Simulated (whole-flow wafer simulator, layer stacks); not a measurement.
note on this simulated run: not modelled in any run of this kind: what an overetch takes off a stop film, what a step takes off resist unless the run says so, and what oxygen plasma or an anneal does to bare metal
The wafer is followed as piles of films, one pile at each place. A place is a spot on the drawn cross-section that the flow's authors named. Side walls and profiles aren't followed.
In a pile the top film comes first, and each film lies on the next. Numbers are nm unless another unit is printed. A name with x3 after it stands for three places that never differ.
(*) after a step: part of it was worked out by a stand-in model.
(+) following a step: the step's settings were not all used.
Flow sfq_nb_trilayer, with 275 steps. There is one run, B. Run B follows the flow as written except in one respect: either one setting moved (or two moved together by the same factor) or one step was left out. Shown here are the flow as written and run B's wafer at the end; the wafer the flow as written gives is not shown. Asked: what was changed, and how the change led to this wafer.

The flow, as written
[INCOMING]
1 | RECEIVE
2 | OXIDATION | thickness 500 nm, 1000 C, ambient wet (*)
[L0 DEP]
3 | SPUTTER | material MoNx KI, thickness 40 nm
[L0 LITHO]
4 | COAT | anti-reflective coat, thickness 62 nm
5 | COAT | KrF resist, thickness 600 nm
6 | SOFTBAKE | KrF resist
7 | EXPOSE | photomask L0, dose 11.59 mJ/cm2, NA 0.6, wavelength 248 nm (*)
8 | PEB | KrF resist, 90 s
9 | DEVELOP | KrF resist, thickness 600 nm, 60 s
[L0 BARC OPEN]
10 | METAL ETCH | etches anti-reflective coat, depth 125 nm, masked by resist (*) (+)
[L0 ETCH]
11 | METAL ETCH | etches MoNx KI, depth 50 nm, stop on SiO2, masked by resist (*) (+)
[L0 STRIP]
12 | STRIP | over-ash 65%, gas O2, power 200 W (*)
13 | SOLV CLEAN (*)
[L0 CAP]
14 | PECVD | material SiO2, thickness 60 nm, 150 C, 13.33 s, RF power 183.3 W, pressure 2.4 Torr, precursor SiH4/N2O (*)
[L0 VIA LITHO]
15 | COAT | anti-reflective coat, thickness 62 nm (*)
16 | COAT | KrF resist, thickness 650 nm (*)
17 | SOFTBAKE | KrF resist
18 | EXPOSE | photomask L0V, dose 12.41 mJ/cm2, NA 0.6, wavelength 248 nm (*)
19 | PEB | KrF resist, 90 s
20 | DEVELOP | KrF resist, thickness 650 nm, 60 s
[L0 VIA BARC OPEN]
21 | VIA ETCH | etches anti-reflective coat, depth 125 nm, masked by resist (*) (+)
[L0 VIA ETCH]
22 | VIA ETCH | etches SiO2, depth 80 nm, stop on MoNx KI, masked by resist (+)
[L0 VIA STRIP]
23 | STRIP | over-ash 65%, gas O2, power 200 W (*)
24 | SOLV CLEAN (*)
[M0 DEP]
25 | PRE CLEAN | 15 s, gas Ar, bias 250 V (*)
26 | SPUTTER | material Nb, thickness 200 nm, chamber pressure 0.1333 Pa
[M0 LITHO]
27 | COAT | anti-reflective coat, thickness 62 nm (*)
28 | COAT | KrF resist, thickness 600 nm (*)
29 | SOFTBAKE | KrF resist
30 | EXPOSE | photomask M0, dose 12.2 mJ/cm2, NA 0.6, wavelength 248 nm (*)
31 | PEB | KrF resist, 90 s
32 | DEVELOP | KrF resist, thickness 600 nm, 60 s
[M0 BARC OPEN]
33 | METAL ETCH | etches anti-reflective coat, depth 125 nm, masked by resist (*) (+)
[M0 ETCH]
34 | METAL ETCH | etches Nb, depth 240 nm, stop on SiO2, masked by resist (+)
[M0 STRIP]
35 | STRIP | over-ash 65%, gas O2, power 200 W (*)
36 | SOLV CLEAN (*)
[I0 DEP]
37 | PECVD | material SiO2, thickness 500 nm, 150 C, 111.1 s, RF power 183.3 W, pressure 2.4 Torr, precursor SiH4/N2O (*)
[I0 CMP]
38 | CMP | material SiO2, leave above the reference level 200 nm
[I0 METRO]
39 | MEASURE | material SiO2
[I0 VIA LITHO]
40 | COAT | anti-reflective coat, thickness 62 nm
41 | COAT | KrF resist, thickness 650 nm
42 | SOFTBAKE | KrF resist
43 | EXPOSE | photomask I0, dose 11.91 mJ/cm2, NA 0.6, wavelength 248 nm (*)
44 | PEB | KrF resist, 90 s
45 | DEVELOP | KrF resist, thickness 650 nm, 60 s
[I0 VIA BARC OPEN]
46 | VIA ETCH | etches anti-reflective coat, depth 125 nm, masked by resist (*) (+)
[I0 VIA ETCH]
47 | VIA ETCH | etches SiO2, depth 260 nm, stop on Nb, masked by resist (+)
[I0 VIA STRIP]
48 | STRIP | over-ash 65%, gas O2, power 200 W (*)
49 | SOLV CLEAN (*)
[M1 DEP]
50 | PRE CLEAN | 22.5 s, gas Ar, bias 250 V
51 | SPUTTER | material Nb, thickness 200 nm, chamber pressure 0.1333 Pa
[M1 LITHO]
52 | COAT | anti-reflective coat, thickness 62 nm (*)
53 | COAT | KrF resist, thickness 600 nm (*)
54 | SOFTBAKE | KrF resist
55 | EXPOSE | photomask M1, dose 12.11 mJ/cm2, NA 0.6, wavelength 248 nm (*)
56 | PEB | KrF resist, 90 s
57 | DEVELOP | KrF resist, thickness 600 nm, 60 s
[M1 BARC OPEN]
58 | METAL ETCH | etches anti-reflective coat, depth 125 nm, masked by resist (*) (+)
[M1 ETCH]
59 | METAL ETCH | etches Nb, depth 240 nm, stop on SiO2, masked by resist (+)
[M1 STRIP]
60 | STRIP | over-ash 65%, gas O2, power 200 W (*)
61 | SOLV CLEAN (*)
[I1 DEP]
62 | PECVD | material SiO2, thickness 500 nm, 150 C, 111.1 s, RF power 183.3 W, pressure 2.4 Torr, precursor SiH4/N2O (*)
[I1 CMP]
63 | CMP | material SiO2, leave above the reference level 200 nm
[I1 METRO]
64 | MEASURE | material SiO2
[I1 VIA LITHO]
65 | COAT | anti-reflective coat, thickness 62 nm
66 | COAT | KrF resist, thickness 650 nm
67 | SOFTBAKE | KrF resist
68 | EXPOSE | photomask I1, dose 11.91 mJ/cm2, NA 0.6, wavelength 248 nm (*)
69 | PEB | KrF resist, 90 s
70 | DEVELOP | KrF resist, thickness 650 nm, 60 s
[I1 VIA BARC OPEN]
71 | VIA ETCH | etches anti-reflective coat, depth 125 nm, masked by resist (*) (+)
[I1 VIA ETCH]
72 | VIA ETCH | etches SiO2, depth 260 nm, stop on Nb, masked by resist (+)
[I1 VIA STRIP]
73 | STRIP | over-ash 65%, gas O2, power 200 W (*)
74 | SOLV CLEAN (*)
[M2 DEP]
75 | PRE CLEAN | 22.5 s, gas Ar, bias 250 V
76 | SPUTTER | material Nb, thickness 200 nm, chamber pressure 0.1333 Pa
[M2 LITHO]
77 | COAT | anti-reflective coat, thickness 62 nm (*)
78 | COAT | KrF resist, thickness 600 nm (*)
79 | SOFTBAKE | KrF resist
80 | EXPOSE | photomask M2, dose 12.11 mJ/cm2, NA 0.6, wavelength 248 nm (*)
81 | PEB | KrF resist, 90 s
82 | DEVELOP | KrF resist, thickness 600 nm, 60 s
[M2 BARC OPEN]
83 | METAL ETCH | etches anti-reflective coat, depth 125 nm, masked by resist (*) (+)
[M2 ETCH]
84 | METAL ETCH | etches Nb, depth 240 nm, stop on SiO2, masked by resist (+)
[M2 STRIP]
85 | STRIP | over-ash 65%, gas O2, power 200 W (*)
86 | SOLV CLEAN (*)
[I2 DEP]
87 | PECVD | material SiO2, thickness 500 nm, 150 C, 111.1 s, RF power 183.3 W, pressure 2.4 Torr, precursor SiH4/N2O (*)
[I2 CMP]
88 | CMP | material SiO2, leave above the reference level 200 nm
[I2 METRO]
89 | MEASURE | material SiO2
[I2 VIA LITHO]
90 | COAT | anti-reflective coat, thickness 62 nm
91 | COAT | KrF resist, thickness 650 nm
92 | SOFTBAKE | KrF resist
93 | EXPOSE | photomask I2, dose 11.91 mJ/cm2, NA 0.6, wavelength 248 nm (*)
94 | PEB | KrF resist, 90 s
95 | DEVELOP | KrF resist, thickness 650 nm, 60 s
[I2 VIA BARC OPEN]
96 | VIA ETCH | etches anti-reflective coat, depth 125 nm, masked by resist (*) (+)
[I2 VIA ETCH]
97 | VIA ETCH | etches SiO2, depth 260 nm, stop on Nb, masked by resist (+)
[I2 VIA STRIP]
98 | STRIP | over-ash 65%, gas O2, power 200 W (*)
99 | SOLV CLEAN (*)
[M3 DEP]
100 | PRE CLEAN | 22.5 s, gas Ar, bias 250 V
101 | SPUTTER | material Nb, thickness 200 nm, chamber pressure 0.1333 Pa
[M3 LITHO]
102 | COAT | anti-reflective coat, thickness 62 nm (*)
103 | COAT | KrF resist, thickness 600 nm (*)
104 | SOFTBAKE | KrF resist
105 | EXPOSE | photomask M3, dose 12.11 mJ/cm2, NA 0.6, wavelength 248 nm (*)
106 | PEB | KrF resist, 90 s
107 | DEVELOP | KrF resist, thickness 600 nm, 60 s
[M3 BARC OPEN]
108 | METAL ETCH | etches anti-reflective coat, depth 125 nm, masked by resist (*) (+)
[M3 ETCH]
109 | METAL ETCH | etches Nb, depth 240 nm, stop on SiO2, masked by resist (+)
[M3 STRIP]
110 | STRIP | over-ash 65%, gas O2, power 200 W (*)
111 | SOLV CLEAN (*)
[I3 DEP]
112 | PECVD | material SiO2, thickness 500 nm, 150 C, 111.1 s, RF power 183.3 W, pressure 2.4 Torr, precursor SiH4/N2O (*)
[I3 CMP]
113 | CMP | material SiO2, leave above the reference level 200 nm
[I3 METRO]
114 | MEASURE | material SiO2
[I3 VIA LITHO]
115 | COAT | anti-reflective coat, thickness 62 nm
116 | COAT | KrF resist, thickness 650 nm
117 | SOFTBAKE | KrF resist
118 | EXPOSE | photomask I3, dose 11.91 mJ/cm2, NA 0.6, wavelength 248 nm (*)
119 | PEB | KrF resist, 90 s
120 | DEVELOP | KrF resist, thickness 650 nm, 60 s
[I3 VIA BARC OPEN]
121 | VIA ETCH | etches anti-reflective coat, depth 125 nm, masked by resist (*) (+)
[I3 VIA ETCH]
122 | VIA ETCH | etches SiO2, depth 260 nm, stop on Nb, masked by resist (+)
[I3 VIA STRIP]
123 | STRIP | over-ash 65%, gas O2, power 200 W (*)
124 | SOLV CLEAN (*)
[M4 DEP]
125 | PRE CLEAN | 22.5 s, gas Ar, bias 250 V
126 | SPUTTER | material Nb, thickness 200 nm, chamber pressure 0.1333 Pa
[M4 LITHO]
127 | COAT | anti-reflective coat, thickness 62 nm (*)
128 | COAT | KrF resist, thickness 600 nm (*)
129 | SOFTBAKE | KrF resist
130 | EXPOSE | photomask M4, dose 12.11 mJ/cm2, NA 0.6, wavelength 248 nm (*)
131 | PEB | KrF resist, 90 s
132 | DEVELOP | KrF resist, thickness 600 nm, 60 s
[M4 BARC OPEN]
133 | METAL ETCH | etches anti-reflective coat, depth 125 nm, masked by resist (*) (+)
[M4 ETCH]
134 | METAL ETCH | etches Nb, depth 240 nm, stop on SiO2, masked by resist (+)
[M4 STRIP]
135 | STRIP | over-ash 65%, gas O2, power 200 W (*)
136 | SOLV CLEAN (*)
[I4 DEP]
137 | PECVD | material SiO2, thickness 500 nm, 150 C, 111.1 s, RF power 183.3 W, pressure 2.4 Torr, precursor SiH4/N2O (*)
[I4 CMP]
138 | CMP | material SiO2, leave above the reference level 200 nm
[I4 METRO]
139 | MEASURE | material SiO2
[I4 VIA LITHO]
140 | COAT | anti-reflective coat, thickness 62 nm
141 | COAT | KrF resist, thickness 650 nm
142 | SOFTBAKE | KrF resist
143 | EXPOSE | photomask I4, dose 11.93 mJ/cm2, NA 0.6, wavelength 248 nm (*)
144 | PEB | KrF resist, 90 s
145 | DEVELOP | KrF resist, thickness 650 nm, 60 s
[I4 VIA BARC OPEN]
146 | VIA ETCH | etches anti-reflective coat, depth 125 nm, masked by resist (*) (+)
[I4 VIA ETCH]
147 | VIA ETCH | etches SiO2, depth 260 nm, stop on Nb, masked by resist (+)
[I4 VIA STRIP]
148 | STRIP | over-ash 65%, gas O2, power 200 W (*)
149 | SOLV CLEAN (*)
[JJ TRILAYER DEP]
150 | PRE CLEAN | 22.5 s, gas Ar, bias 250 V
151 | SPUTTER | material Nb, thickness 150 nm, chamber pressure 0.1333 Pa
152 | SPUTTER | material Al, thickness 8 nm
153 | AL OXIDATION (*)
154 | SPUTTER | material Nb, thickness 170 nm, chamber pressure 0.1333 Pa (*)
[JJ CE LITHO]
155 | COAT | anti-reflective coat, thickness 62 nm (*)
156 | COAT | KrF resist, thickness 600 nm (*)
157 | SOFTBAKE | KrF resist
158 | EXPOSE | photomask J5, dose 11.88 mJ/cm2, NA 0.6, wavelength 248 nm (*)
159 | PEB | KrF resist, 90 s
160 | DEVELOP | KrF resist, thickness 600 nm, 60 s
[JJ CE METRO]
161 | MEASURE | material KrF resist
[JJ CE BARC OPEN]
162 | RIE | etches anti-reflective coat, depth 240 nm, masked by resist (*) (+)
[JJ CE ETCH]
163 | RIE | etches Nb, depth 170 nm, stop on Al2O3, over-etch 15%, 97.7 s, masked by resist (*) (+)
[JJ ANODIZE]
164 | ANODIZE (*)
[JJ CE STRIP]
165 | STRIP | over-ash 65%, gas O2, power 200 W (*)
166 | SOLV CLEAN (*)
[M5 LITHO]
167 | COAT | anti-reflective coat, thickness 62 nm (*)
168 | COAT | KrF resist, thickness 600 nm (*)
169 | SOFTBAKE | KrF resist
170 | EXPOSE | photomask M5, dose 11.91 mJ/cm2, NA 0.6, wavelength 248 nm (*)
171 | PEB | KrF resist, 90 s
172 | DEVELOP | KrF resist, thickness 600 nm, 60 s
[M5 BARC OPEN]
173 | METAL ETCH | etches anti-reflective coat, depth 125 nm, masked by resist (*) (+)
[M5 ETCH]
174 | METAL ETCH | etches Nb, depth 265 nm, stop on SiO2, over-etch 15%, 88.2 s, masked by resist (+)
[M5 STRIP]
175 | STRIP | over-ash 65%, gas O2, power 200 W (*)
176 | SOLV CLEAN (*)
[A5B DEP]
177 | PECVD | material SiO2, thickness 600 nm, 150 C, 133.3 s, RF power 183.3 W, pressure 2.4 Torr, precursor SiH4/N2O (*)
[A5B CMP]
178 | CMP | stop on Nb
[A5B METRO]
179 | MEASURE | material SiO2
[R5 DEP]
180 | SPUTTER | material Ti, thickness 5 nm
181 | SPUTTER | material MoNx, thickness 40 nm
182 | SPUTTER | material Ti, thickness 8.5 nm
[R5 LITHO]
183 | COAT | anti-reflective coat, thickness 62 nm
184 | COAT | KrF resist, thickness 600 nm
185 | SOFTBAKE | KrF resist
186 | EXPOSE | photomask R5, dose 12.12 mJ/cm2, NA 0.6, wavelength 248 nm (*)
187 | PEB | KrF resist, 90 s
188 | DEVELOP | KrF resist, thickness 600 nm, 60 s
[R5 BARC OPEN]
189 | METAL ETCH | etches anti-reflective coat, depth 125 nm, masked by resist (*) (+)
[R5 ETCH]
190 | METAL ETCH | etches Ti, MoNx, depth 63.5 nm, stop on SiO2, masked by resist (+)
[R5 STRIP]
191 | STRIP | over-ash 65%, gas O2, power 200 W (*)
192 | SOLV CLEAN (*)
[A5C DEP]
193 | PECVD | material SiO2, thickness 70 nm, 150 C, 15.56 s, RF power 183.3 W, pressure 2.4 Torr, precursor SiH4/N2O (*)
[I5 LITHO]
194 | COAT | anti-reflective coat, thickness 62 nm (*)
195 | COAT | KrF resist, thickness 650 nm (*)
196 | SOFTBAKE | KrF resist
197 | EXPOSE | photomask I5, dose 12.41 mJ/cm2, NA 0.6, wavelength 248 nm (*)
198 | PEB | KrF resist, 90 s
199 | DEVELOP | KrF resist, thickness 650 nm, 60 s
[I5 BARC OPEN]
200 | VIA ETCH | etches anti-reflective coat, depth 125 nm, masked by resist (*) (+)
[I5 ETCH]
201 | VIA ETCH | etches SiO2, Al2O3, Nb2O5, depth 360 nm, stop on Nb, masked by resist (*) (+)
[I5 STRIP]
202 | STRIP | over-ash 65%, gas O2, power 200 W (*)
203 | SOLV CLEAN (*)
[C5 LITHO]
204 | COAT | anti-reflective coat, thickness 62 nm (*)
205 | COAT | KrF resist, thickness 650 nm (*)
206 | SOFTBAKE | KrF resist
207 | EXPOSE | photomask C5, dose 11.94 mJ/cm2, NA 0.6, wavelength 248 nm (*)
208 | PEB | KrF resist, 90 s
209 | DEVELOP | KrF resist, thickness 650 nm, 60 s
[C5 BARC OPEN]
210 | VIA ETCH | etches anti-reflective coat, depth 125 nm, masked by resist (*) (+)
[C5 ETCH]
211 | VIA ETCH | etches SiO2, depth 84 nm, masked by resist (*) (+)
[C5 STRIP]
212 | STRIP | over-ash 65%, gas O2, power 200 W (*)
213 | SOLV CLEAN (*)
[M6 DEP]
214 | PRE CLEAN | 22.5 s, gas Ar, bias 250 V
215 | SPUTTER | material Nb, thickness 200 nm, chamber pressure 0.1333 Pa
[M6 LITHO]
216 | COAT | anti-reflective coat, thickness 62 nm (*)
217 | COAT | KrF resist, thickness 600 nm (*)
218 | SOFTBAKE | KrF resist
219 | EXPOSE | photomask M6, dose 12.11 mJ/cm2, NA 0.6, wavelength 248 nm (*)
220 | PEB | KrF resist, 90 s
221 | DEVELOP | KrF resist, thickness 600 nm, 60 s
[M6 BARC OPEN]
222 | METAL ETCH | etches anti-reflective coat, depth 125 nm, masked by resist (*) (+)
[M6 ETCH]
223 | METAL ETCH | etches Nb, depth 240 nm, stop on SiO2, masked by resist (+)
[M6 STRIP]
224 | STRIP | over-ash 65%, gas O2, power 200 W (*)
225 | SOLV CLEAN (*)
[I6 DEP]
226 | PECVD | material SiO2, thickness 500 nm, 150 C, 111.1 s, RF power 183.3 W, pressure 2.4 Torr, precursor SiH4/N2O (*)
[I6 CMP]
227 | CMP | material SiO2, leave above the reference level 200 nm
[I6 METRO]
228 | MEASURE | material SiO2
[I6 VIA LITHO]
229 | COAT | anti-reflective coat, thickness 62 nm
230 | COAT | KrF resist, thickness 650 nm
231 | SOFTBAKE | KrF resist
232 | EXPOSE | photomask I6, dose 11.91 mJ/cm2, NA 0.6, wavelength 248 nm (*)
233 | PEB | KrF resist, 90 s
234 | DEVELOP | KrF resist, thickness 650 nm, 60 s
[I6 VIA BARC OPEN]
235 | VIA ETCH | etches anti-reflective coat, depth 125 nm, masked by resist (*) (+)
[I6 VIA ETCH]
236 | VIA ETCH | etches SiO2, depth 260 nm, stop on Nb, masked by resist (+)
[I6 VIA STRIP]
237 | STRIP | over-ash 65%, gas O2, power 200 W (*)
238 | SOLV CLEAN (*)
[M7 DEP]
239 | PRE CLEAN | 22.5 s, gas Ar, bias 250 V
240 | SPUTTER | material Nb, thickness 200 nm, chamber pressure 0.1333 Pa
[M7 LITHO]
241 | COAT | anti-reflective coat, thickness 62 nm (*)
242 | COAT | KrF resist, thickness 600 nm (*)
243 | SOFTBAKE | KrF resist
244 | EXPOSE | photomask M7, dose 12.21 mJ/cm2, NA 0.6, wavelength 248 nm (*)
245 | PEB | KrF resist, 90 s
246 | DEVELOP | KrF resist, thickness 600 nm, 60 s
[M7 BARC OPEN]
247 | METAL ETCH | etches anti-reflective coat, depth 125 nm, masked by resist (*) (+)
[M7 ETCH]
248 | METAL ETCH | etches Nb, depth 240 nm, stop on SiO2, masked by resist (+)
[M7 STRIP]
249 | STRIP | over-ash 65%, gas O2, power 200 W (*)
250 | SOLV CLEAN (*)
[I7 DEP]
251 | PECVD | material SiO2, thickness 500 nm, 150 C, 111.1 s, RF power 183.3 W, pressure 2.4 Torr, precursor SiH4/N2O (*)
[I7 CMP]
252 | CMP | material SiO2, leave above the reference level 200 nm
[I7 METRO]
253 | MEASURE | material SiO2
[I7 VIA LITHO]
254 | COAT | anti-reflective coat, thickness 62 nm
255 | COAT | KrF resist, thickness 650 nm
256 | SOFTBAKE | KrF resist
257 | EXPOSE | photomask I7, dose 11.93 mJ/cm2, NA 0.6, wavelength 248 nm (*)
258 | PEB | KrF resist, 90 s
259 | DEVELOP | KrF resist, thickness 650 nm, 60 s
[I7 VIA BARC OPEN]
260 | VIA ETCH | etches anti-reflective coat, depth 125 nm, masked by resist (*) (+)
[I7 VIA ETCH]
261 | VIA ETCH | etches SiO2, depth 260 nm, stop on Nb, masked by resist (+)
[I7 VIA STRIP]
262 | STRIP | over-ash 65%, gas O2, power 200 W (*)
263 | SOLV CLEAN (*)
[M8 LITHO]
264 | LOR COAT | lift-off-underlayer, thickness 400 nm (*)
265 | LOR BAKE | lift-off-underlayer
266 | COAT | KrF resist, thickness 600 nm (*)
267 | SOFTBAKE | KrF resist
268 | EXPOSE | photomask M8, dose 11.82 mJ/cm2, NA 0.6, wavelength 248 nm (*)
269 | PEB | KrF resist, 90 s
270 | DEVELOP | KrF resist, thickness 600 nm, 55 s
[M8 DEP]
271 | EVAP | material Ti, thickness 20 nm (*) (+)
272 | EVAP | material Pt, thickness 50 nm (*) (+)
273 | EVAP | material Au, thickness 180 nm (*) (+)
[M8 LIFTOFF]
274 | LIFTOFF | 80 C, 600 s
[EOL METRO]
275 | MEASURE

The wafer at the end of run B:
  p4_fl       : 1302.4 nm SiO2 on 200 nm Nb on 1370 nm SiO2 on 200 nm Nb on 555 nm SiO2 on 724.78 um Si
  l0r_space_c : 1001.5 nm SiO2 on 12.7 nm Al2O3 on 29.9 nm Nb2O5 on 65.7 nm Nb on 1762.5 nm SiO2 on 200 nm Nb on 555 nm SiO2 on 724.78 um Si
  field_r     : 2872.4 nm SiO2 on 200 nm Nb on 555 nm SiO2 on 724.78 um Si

The reason: step 151, SPUTTER: thickness 76.5 nm was run, though the flow has thickness 150 nm.

Step by step, how the change led to this:
  151 | SPUTTER | material Nb, thickness 150 nm, chamber pressure 0.1333 Pa
      field_l, v_sur, via_sp and 100 more: +76.5 Nb (new film) (in the flow as written it would be: +150 Nb (new film))
      via_wl, via_wr: +54.7 Nb (in the flow as written it would be: +130.4 Nb)
      (and at 1 other place as well)
  154 | SPUTTER | material Nb, thickness 170 nm, chamber pressure 0.1333 Pa (*)
      via_w: +145.3 Nb (new film) (in the flow as written it would be: +141 Nb (new film))
  155 | COAT | anti-reflective coat, thickness 62 nm (*)
      via_wl, via_wr: +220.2 anti-reflective coat (new film) (in the flow as written it would be: +209.4 anti-reflective coat (new film))
  162 | RIE | etches anti-reflective coat, depth 240 nm, masked by resist (*) (+)
      ce_l, c5j, ce_r, wl_jj: -220.2 KrF resist (in the flow as written it would be: -209.4 KrF resist)
      via_wl, via_wr: -220.2 anti-reflective coat (all of it) (in the flow as written it would be: -209.4 anti-reflective coat (all of it))
  163 | RIE | etches Nb, depth 170 nm, stop on Al2O3, over-etch 15%, 97.7 s, masked by resist (*) (+)
      via_w: -145.3 Nb (all of it), -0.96 Al2O3 (all of it) (in the flow as written it would be: -141 Nb (all of it), -0.96 Al2O3 (all of it))
  164 | ANODIZE (*)
      via_wl, via_wr: +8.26 Al2O3 (new film), +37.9 Nb2O5 (new film), -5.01 Al (all of it), -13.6 Nb (in the flow as written it would be: +7.52 Al2O3 (new film), +39.2 Nb2O5 (new film), -4.56 Al (all of it), -14.1 Nb)
      via_w: +11.2 Al2O3 (new film), +32.6 Nb2O5 (new film), -6.78 Al (all of it), -11.7 Nb (in the flow as written it would be: +10.8 Al2O3 (new film), +33.3 Nb2O5 (new film), -6.54 Al (all of it), -12 Nb)
  165 | STRIP | over-ash 65%, gas O2, power 200 W (*)
      c5j, ce_r: -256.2 KrF resist (all of it), -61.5 anti-reflective coat (all of it) (in the flow as written it would be: -266.9 KrF resist (all of it), -61.5 anti-reflective coat (all of it))
      ce_l: -256.1 KrF resist (all of it), -61.5 anti-reflective coat (all of it) (in the flow as written it would be: -266.8 KrF resist (all of it), -61.4 anti-reflective coat (all of it))
      (and at 1 other place as well)
  167 | COAT | anti-reflective coat, thickness 62 nm (*)
      via_w: +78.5 anti-reflective coat (new film) (in the flow as written it would be: +84.1 anti-reflective coat (new film))
      ce_l: +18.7 anti-reflective coat (new film) (in the flow as written it would be: +19.6 anti-reflective coat (new film))
      (and at 1 other place as well)
  174 | METAL ETCH | etches Nb, depth 265 nm, stop on SiO2, over-etch 15%, 88.2 s, masked by resist (+)
      field_l, r_sur, res and 50 more: -12.6 Al2O3 (all of it), -29.9 Nb2O5 (all of it), -65.7 Nb (all of it), -19.6 SiO2 (in the flow as written it would be: -12.6 Al2O3 (all of it), -29.9 Nb2O5 (all of it), -139.2 Nb (all of it), -12.3 SiO2)
  175 | STRIP | over-ash 65%, gas O2, power 200 W (*)
      via_w: -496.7 KrF resist (all of it), -78.5 anti-reflective coat (all of it) (in the flow as written it would be: -503.5 KrF resist (all of it), -84.1 anti-reflective coat (all of it))
      ce_l: -300.5 KrF resist (all of it), -18.7 anti-reflective coat (all of it) (in the flow as written it would be: -299.6 KrF resist (all of it), -19.6 anti-reflective coat (all of it))
      (and at 1 other place as well)
  178 | CMP | stop on Nb
      field_l, p4_fl, p4_fm and 39 more: -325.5 SiO2 (in the flow as written it would be: -259.3 SiO2)
      r_sur, res, r_end, moat, field_r, lsp_l: -325.5 SiO2 (in the flow as written it would be: -252.3 SiO2)
      (and at 8 other places as well)
